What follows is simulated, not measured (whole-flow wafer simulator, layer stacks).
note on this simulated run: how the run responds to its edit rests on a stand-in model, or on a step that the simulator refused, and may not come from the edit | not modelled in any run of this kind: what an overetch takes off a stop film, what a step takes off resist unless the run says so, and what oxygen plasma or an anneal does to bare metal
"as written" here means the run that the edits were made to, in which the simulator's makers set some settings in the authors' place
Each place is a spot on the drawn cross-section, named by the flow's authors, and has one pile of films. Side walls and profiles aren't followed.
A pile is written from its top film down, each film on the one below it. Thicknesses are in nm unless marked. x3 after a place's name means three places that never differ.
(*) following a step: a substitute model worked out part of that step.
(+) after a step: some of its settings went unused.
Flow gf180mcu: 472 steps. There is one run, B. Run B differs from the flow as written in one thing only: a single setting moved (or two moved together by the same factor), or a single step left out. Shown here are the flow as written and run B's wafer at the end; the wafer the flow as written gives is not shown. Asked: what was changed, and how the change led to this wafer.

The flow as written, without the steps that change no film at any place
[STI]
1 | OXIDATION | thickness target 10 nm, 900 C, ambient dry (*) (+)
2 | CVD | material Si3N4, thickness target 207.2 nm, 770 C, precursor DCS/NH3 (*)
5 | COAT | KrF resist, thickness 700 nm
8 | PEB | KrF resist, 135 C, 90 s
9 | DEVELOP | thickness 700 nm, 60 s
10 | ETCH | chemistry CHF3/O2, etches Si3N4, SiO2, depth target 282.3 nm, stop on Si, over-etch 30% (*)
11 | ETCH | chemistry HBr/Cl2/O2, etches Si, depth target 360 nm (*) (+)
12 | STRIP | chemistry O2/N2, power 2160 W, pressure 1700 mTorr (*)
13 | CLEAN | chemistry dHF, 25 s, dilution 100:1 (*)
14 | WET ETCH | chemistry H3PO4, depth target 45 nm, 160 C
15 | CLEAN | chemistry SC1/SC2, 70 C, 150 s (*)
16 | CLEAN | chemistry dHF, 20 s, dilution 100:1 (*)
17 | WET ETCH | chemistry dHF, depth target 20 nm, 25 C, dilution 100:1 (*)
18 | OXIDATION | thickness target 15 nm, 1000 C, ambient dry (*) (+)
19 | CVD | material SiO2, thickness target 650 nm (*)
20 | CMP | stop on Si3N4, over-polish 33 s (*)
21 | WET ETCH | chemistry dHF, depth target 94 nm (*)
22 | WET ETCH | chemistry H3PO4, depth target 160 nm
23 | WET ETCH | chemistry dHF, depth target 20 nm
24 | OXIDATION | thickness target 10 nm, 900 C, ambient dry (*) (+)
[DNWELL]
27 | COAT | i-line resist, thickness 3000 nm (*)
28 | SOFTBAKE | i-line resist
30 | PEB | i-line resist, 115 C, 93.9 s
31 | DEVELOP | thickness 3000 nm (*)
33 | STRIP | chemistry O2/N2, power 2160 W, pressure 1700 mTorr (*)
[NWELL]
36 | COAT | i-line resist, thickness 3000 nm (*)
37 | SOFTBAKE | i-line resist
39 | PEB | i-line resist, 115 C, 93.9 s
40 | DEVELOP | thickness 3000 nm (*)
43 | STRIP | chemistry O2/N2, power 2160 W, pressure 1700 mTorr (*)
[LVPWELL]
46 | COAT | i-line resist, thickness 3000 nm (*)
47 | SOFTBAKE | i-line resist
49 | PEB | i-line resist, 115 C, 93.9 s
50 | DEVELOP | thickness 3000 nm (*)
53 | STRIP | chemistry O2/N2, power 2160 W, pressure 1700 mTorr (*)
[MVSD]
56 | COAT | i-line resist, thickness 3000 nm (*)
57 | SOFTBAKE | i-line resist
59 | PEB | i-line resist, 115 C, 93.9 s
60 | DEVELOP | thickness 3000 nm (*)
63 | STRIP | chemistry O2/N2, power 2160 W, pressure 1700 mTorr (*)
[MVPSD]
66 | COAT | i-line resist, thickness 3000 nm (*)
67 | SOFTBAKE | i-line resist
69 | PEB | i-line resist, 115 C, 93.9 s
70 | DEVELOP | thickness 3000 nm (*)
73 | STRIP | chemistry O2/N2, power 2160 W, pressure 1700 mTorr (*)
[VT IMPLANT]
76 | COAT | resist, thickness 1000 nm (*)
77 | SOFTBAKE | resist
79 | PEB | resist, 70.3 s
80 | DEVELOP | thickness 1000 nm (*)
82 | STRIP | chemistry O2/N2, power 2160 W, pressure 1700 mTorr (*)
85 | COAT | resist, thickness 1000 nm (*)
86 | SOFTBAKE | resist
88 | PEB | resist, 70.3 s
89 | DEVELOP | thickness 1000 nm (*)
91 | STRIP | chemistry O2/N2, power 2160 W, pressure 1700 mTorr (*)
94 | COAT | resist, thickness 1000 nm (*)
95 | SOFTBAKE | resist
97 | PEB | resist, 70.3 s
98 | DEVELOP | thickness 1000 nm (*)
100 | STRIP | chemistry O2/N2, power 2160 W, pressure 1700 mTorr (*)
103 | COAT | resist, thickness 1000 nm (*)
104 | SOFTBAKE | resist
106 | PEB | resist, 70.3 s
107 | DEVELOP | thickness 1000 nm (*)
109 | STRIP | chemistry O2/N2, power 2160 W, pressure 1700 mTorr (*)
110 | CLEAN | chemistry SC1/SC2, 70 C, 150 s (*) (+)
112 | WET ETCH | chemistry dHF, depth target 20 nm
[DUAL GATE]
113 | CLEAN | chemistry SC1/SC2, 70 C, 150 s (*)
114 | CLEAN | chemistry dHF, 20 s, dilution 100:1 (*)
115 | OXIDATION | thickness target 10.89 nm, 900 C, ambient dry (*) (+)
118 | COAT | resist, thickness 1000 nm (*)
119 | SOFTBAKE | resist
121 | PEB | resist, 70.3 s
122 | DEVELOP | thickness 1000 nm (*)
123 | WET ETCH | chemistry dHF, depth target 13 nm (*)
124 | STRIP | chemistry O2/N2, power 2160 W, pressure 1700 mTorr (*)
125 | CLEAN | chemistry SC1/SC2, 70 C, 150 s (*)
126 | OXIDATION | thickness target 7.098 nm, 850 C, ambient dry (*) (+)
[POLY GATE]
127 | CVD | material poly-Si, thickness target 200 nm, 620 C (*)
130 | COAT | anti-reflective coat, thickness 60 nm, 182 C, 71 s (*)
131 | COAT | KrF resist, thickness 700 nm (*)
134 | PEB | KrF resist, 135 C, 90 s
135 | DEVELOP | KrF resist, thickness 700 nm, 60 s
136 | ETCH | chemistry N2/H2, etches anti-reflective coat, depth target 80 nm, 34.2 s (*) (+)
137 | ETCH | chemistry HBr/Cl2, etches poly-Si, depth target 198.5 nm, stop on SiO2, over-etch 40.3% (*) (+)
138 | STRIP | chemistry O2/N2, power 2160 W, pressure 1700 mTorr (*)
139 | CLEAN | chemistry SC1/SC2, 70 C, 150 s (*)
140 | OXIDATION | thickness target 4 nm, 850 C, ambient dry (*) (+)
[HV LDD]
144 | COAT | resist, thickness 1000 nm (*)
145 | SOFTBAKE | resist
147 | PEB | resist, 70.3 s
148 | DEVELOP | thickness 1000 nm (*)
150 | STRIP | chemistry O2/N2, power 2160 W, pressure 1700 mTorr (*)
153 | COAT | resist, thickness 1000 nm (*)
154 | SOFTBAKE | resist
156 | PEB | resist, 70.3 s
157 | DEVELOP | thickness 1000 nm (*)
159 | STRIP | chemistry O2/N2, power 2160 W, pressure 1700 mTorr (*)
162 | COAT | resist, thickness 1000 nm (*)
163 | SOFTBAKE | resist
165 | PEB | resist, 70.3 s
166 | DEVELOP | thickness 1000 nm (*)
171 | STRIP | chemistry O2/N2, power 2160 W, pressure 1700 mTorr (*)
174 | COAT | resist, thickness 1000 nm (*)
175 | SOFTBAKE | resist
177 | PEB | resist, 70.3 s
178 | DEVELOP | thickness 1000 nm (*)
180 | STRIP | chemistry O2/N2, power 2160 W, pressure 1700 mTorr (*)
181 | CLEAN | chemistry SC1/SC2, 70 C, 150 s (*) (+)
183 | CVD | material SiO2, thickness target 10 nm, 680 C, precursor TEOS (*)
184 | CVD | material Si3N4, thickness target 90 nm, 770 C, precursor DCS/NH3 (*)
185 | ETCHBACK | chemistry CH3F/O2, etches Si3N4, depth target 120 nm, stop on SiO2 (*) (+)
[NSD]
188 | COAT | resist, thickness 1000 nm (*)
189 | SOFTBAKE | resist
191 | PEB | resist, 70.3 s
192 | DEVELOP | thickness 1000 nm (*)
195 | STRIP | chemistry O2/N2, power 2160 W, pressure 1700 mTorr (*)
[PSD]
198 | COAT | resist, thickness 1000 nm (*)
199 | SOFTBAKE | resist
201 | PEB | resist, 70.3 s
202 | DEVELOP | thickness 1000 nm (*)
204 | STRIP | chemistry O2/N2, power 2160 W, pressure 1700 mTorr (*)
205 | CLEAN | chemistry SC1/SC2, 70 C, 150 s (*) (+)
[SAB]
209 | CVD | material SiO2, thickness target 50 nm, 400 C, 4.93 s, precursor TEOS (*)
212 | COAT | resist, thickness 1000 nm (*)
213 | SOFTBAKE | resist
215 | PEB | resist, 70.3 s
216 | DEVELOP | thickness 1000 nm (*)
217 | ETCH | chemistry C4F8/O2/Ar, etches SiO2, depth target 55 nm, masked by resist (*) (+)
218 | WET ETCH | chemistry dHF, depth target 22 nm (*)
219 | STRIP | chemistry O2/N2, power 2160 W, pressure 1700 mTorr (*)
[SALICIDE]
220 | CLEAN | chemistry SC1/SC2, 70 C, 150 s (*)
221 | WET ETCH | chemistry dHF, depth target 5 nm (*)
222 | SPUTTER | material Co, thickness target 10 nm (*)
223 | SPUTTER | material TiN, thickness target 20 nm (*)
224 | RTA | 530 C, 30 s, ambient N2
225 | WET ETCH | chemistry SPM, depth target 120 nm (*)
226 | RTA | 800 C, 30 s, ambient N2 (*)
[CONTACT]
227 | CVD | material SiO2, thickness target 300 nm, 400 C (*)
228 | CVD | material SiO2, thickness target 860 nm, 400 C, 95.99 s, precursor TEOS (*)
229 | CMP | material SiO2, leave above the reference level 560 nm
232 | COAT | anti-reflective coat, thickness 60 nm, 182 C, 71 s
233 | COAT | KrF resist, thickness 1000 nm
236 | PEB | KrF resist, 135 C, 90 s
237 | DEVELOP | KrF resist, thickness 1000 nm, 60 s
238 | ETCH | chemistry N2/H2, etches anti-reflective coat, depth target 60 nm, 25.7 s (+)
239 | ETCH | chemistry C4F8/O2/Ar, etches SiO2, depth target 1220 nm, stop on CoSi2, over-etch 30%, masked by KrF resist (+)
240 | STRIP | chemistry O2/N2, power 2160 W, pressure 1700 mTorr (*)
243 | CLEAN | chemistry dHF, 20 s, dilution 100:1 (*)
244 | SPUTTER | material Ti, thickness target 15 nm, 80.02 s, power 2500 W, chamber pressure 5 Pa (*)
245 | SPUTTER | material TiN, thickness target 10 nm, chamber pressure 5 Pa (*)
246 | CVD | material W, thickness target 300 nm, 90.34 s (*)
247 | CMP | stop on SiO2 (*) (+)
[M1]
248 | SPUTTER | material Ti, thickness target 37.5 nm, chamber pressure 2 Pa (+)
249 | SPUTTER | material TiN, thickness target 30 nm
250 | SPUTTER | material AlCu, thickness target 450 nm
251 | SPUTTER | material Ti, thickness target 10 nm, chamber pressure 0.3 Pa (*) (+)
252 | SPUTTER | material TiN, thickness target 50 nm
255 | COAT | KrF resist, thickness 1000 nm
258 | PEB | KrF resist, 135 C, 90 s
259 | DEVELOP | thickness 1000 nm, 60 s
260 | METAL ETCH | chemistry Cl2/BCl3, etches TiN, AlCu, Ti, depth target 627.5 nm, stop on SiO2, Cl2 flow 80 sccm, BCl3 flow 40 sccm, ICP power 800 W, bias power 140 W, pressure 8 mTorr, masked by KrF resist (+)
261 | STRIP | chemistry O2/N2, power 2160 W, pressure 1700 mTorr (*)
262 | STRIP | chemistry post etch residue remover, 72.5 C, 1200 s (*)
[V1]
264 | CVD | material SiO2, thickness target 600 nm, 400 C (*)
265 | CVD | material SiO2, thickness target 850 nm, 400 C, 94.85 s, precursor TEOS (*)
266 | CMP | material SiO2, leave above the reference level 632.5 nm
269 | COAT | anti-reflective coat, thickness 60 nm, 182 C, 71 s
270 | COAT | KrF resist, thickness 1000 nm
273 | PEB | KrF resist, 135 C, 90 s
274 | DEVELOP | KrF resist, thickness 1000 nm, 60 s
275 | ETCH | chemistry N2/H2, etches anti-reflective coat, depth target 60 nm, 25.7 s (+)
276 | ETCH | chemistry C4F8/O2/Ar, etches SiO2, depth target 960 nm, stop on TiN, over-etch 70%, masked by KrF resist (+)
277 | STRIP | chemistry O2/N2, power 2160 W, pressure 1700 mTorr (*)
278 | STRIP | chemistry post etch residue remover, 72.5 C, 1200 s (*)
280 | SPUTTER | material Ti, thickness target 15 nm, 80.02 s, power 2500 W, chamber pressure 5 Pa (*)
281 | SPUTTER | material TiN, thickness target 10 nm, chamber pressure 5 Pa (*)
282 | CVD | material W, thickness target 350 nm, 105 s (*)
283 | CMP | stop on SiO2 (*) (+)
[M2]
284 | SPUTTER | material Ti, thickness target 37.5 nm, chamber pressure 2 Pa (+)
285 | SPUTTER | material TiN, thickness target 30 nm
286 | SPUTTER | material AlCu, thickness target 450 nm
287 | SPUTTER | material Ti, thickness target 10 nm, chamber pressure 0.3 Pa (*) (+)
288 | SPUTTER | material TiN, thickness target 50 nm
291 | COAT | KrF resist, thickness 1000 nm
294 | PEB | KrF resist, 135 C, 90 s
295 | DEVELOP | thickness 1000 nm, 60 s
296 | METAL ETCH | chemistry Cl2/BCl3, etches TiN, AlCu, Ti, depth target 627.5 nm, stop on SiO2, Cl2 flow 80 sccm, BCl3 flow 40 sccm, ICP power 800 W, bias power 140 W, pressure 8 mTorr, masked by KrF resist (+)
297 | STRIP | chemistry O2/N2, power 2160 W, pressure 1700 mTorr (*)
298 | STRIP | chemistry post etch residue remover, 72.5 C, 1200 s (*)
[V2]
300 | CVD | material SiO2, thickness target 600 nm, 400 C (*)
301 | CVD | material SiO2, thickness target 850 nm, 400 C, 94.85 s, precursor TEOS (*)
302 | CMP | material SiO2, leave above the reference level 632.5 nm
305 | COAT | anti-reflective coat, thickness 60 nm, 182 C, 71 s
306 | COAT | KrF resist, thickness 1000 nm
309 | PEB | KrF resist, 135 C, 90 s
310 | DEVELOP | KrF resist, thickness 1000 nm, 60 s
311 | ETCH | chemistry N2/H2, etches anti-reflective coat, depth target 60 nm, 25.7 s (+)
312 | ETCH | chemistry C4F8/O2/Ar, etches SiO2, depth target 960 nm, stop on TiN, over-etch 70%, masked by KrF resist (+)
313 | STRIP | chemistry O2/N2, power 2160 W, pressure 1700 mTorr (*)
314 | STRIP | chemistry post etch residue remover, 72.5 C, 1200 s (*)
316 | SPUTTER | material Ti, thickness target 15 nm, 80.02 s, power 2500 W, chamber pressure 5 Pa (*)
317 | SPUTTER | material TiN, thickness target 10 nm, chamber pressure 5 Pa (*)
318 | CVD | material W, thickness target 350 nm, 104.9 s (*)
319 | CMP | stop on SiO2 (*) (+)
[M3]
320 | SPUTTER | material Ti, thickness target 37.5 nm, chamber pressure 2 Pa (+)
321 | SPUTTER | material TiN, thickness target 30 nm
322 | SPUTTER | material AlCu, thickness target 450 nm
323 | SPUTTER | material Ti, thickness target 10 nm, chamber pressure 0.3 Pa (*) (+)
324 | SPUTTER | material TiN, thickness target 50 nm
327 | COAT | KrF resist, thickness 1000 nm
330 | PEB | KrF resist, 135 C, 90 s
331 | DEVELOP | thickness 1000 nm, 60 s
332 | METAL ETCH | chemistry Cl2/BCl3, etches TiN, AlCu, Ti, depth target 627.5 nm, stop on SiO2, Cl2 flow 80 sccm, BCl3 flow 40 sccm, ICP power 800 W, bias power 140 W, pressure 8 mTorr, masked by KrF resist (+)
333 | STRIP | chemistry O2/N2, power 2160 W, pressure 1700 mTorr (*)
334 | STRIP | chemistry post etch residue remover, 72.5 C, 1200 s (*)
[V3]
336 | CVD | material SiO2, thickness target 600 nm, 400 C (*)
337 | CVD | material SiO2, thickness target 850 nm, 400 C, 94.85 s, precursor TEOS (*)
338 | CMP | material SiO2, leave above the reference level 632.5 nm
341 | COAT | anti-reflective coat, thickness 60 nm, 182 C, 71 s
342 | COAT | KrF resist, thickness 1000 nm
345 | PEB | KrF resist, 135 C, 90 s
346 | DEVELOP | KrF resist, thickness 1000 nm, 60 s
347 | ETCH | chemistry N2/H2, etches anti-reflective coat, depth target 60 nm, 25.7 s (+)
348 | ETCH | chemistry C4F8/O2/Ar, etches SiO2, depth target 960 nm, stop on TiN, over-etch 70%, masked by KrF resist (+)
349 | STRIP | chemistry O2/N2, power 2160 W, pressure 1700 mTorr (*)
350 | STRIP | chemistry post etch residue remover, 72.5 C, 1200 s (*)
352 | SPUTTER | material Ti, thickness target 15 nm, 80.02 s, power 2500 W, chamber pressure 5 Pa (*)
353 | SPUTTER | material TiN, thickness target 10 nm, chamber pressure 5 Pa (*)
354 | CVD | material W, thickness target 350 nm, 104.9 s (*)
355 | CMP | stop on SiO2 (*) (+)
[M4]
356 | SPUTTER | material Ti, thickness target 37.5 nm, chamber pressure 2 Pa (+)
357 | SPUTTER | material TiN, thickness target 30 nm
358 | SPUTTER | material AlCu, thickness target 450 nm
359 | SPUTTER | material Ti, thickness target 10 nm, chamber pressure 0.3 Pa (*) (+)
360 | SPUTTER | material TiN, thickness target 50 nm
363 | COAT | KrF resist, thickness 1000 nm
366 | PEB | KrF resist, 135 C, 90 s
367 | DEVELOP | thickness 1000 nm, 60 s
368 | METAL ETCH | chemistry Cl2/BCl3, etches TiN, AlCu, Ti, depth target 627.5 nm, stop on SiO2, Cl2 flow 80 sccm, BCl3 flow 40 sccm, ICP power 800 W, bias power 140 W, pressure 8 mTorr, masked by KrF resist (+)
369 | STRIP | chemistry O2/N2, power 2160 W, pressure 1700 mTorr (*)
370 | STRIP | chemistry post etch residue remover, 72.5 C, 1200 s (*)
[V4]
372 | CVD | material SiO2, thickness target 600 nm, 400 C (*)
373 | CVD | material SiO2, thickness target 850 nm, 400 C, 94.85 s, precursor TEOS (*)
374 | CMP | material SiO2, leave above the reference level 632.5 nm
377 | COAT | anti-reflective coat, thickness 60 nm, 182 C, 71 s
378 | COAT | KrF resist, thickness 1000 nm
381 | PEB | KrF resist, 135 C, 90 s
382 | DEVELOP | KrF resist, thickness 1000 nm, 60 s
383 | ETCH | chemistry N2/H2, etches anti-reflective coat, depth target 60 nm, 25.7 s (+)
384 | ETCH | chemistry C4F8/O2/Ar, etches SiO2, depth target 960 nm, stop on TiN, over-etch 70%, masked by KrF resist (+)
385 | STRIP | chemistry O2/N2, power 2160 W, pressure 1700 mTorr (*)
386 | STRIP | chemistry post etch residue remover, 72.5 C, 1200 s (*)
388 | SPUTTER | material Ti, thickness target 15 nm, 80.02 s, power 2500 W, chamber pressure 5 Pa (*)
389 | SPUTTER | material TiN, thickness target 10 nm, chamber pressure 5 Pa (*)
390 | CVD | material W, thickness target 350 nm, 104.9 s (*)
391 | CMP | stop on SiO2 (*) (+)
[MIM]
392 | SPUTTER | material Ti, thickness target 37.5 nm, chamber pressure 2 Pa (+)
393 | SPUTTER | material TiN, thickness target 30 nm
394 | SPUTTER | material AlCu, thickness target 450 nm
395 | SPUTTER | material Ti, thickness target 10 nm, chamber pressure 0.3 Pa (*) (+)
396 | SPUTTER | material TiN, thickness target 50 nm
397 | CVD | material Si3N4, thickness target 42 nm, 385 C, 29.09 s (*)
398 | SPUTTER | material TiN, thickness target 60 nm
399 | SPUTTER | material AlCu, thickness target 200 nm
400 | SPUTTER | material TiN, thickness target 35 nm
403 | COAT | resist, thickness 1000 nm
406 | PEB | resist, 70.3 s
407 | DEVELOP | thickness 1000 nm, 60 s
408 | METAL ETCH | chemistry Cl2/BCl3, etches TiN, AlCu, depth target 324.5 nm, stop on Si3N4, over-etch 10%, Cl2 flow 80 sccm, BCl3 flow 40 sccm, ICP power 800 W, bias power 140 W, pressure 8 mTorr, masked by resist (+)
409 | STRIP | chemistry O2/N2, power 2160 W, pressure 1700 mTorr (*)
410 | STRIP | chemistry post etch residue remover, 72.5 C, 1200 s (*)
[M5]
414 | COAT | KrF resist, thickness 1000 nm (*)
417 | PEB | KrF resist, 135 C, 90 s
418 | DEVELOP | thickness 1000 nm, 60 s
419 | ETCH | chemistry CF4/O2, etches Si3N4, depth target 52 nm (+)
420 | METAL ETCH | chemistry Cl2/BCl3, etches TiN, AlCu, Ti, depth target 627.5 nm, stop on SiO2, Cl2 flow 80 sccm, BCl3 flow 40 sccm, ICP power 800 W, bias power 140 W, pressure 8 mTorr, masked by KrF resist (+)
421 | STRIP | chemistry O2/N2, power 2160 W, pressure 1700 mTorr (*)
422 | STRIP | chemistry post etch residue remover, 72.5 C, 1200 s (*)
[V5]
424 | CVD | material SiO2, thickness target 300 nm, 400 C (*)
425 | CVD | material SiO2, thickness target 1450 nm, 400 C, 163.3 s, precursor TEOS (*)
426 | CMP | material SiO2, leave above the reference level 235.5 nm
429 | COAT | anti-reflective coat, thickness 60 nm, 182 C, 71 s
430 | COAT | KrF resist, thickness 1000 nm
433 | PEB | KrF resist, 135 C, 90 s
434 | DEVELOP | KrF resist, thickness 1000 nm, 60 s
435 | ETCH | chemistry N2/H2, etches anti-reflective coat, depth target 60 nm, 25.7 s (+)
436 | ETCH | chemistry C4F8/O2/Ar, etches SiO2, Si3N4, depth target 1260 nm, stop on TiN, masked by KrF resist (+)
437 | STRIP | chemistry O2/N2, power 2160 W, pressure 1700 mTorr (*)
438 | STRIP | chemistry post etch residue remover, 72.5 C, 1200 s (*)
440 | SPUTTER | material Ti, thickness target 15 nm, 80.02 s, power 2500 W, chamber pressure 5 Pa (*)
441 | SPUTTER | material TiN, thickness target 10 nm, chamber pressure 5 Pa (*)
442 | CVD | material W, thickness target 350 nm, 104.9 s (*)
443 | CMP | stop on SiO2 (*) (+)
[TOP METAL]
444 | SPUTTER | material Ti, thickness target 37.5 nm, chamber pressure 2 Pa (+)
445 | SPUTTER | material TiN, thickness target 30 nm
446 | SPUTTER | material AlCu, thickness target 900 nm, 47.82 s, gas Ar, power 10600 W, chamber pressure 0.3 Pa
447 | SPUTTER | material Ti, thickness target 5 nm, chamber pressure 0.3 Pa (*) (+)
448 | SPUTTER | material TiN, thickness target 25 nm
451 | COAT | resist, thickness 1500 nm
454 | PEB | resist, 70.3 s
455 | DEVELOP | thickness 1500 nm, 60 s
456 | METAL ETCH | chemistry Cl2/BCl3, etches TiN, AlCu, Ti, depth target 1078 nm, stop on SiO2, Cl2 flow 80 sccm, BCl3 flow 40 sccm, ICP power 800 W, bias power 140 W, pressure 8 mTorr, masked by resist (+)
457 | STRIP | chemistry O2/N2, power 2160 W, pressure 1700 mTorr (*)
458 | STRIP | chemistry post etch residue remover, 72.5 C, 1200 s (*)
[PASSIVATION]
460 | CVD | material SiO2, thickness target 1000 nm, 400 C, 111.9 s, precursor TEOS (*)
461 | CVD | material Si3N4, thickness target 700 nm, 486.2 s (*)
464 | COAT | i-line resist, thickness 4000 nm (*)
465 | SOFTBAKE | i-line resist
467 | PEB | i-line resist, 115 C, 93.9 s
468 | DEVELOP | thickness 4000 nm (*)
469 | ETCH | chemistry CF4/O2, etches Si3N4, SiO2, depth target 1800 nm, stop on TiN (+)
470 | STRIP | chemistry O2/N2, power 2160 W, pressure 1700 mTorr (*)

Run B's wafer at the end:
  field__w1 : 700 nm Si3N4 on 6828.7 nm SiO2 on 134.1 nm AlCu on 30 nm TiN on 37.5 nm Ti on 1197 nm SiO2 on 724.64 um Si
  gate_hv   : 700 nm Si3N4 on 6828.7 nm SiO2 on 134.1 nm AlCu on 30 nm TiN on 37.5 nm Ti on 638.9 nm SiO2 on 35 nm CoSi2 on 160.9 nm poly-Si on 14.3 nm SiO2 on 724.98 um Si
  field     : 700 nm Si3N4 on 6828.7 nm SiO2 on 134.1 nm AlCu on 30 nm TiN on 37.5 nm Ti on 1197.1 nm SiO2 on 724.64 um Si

The reason: step 260, METAL ETCH: depth target 370.2 nm was run, though the flow has depth target 627.5 nm.

The path from the change to this, step by step:
  260 | METAL ETCH | chemistry Cl2/BCl3, etches TiN, AlCu, Ti, depth target 627.5 nm, stop on SiO2, Cl2 flow 80 sccm, BCl3 flow 40 sccm, ICP power 800 W, bias power 140 W, pressure 8 mTorr, masked by KrF resist (+)
      field, field__w1, field__w2 and 99 more: -50 TiN (all of it), -10 Ti (all of it), -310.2 AlCu (in the flow as written it would be: -50 TiN (all of it), -10 Ti (all of it), -450 AlCu (all of it), -30 TiN (all of it), -37.5 Ti (all of it))
      field__w8, contact, m1 and 6 more: -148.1 KrF resist (in the flow as written it would be: -251 KrF resist)
  261 | STRIP | chemistry O2/N2, power 2160 W, pressure 1700 mTorr (*)
      field__w8, contact, m1 and 6 more: -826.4 KrF resist (all of it) (in the flow as written it would be: -723.5 KrF resist (all of it))
  262 | STRIP | chemistry post etch residue remover, 72.5 C, 1200 s (*)
      field, field__w1, field__w2 and 99 more: -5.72 AlCu (in the flow as written it would be: nothing)
  264 | CVD | material SiO2, thickness target 600 nm, 400 C (*)
      field, field__w1, field__w2 and 99 more: +600 SiO2 (new film) (in the flow as written it would be: +600 SiO2)
  266 | CMP | material SiO2, leave above the reference level 632.5 nm
      field, field__w1, field__w2 and 99 more: -501.6 SiO2 (in the flow as written it would be: -300 SiO2)
Taking metal films that touch as one body, field__w1 has 1 body; the flow as written gives 0 bodies.
Taking metal films that touch as one body, gate_hv has 2 bodies (between them, from the top down: SiO2 638.9); the flow as written gives 1 body.
Taking metal films that touch as one body, field has 1 body; the flow as written gives 0 bodies.
